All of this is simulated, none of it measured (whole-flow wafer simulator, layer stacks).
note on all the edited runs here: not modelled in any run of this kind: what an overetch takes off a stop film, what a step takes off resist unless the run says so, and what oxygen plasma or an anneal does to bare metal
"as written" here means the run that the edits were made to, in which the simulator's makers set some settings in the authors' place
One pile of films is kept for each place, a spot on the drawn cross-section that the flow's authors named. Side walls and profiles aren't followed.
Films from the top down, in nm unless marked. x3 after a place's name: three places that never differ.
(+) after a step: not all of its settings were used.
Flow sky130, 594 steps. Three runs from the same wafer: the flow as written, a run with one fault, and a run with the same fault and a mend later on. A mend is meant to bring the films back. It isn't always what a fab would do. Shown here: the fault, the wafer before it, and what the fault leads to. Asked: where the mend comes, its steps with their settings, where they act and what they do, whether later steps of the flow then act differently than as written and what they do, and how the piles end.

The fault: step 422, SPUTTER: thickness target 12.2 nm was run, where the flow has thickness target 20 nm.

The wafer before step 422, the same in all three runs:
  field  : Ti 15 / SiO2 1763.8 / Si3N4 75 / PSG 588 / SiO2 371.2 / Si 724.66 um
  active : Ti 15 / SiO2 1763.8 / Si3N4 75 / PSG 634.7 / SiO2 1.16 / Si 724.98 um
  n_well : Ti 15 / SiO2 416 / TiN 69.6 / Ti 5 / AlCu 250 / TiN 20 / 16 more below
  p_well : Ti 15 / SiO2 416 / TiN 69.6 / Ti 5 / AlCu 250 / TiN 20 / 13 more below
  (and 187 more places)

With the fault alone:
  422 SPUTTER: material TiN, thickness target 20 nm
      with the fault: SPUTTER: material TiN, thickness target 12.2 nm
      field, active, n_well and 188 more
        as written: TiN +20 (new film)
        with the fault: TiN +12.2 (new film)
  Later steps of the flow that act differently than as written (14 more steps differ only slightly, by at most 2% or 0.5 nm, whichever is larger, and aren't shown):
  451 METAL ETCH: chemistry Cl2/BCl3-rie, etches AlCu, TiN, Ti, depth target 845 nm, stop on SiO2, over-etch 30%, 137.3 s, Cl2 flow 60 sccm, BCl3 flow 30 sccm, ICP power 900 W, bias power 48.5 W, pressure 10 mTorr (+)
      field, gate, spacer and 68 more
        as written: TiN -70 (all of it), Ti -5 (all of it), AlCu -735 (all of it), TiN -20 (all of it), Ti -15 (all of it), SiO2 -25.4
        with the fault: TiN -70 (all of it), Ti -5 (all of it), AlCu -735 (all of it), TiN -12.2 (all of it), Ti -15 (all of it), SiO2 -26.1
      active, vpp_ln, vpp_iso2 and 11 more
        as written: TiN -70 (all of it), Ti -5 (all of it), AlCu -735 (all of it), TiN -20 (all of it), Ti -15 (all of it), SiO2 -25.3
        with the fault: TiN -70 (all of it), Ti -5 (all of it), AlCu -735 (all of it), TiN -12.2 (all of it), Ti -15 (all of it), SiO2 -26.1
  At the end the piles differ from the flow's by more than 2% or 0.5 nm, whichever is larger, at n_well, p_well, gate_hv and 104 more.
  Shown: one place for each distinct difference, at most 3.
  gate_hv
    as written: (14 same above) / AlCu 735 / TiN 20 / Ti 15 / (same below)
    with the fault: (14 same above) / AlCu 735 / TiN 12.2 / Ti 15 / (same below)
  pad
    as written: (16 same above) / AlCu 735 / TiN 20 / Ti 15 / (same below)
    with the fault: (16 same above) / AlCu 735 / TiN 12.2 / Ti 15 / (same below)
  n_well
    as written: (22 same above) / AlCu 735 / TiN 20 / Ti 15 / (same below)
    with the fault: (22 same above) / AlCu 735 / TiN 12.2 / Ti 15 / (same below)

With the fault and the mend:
  The mend comes after step 422.
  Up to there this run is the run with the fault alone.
  422a SPUTTER: material TiN, thickness target 7.8 nm (the flow's step 422 once more, with other settings)
      field, active, n_well and 188 more
        TiN +7.8
  No later step of the flow acts differently than as written at any place that is followed.
  At the end the piles are the same as the flow's at every place that both follow.
